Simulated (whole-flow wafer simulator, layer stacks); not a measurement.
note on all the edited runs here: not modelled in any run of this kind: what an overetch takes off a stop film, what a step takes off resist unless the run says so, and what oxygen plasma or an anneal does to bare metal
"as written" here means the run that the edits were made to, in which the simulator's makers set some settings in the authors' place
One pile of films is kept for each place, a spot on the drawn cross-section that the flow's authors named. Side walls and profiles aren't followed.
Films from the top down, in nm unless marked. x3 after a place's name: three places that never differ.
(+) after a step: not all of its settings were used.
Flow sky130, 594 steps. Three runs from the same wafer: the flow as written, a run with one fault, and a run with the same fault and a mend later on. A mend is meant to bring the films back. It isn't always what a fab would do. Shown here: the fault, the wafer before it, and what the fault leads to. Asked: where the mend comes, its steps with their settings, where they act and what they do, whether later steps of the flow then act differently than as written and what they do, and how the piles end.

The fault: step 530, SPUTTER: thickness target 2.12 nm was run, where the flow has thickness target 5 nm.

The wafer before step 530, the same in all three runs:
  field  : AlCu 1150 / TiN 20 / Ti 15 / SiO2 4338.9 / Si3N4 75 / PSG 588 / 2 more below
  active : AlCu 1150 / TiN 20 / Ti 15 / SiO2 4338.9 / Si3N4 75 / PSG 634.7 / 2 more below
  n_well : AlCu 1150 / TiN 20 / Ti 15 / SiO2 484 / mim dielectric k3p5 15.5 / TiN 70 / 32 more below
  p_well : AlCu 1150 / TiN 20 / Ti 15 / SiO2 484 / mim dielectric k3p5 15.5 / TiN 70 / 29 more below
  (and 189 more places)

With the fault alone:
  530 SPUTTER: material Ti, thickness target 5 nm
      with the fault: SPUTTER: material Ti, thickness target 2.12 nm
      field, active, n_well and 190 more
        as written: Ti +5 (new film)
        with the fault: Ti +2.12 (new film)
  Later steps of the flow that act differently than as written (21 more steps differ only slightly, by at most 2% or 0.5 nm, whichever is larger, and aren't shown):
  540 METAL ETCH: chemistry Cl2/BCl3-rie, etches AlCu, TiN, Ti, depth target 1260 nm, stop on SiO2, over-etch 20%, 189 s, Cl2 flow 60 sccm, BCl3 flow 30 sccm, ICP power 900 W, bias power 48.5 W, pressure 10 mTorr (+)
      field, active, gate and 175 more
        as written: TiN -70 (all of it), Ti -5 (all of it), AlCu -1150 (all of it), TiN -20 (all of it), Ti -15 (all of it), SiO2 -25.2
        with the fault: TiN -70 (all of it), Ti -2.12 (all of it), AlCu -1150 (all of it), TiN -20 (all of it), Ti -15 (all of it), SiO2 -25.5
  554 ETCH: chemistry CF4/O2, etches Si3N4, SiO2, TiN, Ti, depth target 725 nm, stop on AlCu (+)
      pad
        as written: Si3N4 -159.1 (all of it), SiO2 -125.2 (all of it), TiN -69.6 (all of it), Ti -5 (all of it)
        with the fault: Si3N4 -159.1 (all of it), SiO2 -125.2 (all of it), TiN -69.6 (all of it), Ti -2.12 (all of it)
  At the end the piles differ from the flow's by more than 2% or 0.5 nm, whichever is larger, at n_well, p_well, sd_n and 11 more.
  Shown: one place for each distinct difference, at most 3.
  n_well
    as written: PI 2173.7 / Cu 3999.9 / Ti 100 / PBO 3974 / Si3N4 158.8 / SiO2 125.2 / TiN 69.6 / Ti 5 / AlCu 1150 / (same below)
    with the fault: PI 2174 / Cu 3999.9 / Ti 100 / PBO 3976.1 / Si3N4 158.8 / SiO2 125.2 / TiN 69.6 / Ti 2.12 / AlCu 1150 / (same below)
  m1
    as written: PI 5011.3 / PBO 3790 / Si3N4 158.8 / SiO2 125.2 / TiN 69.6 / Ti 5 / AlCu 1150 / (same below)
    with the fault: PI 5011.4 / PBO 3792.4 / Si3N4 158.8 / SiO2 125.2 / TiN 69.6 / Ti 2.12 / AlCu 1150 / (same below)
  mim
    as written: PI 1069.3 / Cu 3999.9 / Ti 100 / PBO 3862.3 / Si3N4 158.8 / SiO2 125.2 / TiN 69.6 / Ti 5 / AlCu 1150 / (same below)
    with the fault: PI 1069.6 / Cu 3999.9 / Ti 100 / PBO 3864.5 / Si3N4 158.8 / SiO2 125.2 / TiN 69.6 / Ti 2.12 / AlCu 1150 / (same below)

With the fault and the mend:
  The mend comes after step 530.
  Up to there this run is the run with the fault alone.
  530a SPUTTER: material Ti, thickness target 2.88 nm (the flow's step 530 once more, with other settings)
      field, active, n_well and 190 more
        Ti +2.88
  No later step of the flow acts differently than as written at any place that is followed.
  At the end the piles are the same as the flow's at every place that both follow.
